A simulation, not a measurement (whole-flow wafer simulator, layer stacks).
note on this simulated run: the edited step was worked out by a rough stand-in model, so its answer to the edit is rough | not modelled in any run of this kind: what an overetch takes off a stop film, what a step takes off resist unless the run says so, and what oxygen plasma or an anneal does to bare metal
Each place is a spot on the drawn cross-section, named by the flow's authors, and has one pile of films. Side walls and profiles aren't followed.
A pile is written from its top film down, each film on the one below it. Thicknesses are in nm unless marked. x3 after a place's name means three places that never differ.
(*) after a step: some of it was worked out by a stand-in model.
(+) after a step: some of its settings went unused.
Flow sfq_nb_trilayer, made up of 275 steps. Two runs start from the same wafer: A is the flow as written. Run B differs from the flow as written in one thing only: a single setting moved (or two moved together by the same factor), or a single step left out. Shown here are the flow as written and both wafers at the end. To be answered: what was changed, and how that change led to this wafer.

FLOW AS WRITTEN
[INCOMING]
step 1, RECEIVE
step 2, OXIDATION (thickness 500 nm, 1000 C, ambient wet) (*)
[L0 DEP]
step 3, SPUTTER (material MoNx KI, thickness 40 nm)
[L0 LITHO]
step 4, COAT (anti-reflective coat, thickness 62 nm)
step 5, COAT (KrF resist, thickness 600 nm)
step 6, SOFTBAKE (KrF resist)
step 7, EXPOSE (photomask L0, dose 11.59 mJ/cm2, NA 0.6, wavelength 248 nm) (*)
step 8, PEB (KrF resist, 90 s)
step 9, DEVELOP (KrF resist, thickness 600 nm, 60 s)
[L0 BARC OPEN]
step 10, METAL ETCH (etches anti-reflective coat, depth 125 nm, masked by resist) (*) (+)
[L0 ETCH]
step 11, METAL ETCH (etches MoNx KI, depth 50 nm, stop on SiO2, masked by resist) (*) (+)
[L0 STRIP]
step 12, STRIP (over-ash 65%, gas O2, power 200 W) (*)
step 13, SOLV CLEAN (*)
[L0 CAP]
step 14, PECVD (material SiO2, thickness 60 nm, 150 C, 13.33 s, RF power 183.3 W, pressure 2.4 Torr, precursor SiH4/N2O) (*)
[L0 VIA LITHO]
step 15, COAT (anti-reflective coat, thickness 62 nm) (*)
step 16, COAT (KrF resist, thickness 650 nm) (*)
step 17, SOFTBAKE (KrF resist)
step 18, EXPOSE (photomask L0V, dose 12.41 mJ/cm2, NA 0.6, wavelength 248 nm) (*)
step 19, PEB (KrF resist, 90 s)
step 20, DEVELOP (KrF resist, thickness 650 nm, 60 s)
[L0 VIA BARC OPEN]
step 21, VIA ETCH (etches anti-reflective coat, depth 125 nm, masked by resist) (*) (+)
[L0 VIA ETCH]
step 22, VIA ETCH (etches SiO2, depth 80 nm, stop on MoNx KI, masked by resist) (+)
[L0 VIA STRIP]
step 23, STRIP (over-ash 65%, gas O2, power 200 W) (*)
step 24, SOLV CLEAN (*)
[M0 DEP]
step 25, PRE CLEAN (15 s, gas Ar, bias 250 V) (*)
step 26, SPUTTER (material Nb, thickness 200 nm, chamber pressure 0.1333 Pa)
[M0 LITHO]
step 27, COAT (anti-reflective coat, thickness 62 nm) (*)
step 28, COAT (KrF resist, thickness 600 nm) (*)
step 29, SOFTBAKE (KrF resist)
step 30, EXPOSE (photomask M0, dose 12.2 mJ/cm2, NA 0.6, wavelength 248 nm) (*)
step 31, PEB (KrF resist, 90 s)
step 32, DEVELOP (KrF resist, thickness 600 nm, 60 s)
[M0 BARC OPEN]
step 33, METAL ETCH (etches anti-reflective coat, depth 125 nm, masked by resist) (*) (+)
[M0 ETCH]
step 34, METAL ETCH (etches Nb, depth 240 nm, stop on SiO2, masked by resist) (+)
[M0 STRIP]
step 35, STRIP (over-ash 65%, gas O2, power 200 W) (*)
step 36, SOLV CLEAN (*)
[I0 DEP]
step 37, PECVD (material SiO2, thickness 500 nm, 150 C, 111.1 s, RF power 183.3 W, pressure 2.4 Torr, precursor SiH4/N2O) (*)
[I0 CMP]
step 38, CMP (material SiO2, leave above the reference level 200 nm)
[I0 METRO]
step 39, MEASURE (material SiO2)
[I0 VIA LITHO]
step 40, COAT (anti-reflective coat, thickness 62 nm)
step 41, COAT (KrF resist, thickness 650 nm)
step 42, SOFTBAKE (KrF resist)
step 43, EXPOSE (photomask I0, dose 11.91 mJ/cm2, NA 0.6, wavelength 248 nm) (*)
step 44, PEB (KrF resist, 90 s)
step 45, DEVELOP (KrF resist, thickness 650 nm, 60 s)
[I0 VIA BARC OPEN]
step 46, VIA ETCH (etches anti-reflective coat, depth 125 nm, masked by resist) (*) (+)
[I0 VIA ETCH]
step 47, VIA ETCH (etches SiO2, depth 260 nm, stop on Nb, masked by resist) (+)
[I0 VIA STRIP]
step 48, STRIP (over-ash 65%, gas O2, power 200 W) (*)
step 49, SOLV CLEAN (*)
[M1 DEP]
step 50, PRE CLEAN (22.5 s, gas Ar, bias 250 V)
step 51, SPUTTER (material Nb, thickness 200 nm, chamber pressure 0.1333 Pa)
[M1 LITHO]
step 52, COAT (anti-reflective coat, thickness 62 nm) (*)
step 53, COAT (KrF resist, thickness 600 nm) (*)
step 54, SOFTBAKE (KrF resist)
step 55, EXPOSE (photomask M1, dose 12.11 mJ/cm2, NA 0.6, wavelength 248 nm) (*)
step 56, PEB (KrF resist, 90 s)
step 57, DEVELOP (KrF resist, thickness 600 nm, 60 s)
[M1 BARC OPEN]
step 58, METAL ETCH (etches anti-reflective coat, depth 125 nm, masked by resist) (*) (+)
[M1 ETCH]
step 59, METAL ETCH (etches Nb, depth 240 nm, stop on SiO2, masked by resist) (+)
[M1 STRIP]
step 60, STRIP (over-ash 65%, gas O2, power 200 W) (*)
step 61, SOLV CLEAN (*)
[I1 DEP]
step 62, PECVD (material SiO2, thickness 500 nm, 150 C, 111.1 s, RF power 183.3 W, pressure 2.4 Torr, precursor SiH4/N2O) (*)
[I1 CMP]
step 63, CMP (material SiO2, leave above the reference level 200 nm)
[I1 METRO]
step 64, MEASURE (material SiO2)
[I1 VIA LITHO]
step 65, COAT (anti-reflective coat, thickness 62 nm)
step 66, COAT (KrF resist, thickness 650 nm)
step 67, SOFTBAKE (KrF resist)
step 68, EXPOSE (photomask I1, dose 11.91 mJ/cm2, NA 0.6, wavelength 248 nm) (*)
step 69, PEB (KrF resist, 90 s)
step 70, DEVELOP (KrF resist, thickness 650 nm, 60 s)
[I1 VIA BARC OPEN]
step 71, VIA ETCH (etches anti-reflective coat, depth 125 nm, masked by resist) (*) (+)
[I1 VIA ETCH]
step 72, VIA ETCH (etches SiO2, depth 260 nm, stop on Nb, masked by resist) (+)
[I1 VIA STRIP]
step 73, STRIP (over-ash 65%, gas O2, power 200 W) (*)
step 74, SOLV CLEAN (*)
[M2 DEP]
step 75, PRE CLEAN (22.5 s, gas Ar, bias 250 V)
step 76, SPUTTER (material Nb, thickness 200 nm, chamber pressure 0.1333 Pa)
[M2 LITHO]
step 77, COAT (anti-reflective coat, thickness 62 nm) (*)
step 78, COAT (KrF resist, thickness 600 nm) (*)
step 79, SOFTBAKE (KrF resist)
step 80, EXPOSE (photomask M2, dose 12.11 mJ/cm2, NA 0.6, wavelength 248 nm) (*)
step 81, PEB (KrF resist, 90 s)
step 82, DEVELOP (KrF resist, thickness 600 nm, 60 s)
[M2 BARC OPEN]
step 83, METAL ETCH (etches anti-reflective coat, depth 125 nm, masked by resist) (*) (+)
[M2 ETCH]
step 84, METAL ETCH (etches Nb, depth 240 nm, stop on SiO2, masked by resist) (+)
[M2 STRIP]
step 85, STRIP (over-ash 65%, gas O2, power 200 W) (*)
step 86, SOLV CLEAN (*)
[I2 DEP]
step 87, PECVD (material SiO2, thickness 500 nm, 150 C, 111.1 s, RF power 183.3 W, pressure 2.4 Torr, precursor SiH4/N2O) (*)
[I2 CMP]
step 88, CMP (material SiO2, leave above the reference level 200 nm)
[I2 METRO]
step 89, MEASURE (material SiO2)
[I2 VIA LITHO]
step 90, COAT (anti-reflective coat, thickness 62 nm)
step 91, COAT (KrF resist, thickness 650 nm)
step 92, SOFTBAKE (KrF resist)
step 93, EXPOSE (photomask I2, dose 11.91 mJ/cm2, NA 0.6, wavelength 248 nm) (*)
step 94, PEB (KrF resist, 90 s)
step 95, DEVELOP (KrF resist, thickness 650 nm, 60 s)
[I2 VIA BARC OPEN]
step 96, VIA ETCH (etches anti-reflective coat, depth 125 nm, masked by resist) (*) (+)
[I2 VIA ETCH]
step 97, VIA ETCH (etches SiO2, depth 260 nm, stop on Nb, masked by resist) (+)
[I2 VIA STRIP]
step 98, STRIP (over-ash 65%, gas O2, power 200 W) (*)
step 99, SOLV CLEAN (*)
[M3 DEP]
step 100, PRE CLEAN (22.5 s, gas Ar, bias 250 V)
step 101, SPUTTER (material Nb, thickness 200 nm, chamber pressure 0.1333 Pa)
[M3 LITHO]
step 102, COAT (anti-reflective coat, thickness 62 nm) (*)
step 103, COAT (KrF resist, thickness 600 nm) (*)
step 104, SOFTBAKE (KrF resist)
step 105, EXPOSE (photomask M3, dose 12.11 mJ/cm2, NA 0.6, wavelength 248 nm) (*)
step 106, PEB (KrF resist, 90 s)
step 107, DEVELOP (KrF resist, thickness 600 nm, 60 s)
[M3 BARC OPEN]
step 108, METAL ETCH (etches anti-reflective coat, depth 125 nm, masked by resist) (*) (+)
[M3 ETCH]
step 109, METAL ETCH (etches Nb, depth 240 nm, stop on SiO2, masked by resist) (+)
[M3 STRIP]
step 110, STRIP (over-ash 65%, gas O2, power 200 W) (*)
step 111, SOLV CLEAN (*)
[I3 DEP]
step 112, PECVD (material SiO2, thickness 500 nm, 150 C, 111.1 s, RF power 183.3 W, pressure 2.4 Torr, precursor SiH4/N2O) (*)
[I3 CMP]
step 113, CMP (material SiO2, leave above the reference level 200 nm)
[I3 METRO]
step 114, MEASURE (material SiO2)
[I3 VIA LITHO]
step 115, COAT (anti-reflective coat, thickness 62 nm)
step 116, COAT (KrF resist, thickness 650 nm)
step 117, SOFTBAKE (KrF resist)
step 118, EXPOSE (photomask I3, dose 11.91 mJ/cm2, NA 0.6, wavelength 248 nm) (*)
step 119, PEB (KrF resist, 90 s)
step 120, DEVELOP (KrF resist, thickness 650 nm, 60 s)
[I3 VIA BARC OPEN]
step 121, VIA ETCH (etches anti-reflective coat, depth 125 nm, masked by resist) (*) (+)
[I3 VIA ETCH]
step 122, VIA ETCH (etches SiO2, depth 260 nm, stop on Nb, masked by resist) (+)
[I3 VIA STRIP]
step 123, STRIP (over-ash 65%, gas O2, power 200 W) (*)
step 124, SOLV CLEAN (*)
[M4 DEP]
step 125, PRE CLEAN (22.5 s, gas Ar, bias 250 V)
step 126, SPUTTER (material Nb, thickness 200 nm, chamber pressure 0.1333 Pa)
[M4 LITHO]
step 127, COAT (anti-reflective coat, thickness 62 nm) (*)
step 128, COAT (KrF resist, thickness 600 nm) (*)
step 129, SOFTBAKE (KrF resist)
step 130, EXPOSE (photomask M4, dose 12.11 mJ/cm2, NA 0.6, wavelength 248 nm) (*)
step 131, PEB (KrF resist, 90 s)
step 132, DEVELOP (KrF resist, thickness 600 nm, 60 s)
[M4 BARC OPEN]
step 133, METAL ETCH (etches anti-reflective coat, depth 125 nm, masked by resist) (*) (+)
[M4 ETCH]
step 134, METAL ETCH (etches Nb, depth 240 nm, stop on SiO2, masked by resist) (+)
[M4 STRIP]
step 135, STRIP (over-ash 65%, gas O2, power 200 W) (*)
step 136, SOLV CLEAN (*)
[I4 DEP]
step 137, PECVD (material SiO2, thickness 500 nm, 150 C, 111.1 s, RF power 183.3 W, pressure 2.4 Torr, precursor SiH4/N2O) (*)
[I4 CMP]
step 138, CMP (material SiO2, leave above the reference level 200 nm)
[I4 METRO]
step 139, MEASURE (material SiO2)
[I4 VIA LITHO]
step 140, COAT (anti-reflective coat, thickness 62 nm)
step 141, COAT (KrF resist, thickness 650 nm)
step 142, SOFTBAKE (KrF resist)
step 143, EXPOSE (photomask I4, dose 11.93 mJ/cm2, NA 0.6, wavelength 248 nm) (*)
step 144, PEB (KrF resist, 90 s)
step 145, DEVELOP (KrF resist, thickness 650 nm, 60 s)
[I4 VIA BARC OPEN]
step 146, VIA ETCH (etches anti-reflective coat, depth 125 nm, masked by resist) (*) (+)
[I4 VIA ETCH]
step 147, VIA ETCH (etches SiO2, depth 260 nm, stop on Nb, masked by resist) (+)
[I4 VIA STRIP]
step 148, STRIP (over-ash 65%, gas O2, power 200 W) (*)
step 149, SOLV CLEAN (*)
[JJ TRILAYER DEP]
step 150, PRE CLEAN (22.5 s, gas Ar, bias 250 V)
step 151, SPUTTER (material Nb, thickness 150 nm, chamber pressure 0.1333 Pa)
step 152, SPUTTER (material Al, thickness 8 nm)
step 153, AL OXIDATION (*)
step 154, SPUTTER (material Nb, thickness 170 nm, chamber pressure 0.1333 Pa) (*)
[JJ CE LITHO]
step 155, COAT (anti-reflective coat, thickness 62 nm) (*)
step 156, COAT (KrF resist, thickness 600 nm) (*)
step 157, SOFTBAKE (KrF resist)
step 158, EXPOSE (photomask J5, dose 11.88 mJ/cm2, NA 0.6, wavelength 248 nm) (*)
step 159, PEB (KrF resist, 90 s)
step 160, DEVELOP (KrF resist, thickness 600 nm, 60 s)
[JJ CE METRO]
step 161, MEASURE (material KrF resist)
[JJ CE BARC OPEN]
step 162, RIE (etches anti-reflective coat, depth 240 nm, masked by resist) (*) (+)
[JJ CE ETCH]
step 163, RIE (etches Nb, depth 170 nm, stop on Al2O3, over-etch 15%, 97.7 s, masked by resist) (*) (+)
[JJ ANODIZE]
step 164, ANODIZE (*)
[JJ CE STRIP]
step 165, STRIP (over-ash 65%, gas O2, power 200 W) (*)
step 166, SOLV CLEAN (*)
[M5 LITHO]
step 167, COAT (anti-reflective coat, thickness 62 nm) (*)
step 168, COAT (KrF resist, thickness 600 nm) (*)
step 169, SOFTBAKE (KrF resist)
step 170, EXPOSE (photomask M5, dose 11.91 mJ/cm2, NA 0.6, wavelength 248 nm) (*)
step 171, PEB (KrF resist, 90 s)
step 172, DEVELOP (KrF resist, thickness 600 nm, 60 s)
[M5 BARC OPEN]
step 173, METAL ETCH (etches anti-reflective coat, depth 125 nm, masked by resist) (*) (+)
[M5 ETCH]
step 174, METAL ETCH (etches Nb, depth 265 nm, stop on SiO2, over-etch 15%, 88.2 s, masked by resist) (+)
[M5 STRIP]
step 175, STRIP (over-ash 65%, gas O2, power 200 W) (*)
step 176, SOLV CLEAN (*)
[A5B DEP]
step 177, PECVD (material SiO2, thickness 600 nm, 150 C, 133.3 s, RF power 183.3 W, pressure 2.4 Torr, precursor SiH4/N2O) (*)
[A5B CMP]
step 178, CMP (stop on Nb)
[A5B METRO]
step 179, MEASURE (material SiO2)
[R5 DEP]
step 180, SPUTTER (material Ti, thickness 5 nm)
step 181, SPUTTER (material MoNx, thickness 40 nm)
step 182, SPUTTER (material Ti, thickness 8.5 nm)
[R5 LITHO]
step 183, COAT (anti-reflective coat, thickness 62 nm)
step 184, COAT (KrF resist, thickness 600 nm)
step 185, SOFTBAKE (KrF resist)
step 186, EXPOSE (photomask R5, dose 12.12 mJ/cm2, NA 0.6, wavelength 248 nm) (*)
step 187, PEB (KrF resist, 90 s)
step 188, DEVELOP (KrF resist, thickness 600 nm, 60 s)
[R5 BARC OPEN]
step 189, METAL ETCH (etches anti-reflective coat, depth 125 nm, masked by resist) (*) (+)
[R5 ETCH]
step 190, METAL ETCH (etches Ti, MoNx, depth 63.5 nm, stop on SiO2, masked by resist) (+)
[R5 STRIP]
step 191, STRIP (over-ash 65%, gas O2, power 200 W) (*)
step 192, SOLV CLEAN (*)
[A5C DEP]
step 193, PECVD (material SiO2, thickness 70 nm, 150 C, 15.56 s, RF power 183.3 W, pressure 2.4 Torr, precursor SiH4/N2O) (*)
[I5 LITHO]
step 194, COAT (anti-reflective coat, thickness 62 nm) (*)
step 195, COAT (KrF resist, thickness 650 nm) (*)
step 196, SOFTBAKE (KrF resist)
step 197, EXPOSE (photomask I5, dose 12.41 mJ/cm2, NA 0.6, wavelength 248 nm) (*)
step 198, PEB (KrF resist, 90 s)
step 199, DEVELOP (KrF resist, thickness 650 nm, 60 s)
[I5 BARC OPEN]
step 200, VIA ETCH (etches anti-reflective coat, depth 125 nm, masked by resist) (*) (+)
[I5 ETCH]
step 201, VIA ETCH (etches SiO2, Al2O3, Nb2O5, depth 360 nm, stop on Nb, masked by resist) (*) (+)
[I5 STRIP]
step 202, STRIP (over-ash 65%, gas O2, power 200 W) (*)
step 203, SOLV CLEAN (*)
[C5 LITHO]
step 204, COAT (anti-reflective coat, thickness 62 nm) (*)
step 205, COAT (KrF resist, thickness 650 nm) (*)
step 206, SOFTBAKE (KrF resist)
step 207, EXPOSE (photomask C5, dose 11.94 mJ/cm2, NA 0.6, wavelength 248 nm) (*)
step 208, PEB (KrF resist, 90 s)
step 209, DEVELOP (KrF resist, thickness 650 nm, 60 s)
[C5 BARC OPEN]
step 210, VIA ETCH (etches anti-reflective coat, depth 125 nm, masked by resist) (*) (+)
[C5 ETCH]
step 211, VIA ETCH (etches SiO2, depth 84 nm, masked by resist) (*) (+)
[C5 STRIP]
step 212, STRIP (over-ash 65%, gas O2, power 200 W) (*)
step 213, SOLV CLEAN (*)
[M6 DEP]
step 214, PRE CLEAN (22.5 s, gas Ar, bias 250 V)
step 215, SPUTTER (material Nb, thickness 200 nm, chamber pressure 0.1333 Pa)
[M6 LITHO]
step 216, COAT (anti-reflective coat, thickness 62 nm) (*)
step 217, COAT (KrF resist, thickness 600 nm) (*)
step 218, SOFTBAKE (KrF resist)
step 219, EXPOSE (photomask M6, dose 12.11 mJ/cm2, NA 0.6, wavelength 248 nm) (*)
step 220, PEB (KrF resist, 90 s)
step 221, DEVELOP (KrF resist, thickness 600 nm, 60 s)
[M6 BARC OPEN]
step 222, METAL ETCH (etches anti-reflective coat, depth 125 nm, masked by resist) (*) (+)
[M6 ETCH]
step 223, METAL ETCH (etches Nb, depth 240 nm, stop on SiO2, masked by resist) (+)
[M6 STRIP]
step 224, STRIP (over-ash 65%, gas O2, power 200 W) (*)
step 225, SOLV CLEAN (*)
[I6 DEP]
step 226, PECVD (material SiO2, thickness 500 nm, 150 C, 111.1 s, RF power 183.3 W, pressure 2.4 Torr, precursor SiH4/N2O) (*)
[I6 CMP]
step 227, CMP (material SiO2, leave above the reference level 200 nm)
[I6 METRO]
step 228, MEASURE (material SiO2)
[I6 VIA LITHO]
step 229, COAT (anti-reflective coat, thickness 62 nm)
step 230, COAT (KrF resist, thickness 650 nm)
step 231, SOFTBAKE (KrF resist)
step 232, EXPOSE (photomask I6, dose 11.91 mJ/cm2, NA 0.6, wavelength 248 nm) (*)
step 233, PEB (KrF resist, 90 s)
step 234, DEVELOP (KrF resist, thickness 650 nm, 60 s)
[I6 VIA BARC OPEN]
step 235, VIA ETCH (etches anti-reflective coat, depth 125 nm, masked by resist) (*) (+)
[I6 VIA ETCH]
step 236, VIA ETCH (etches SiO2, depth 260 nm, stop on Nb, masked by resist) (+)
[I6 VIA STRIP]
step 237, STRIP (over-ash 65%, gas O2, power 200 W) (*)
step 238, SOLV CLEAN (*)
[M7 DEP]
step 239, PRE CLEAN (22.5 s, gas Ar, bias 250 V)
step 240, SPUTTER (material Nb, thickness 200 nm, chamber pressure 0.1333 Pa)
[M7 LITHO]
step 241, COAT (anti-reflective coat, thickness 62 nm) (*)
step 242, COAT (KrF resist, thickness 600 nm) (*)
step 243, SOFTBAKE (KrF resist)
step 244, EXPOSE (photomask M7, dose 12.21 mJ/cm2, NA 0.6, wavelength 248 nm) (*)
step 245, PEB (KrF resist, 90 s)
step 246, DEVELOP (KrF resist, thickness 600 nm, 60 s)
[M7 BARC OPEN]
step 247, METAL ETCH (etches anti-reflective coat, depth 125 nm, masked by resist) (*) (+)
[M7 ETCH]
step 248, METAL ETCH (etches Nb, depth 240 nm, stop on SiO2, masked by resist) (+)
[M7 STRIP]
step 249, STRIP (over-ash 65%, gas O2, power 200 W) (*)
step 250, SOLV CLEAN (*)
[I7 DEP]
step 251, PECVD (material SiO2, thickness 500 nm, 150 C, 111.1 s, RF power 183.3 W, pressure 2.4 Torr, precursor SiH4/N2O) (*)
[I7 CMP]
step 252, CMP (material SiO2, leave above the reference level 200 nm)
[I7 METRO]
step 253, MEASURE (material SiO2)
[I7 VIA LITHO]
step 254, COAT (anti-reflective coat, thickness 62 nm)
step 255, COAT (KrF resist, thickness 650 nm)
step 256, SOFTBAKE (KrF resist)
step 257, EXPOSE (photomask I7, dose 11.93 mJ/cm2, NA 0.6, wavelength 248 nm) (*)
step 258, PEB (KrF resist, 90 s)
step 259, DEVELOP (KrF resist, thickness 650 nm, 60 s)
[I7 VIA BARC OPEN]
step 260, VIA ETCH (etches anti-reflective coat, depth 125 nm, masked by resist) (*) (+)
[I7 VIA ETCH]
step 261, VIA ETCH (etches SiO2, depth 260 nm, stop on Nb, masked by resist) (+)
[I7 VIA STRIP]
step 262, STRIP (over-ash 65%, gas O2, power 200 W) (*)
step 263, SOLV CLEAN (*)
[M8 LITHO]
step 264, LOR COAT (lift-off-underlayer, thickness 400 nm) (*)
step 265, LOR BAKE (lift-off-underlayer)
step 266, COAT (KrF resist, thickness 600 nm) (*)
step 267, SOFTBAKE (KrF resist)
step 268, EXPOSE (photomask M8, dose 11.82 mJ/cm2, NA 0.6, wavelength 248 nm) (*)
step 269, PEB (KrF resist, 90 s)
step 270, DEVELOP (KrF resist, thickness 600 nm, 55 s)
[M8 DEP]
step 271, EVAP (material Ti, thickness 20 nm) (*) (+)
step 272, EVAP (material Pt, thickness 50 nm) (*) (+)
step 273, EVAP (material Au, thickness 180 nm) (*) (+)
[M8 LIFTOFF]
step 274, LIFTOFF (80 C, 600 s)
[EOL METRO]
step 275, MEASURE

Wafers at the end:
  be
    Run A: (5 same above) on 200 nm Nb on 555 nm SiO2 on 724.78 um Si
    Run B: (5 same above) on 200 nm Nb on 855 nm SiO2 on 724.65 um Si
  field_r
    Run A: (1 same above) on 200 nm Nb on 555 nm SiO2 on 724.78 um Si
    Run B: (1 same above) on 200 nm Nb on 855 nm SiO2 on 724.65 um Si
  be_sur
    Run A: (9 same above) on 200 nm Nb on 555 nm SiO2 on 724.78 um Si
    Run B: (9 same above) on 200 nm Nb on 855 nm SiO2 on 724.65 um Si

Cause: step 2, OXIDATION: thickness 800 nm was run, whereas the flow has thickness 500 nm.

The path from the change to this, step by step:
  step 2, OXIDATION (thickness 500 nm, 1000 C, ambient wet) (*)
      field_l, v_sur, via_wl and 103 more: A SiO2 gains 500 (new film), chemical SiO2 loses 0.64 (all of it), Si loses 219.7 | B SiO2 gains 800 (new film), chemical SiO2 loses 0.64 (all of it), Si loses 351.7
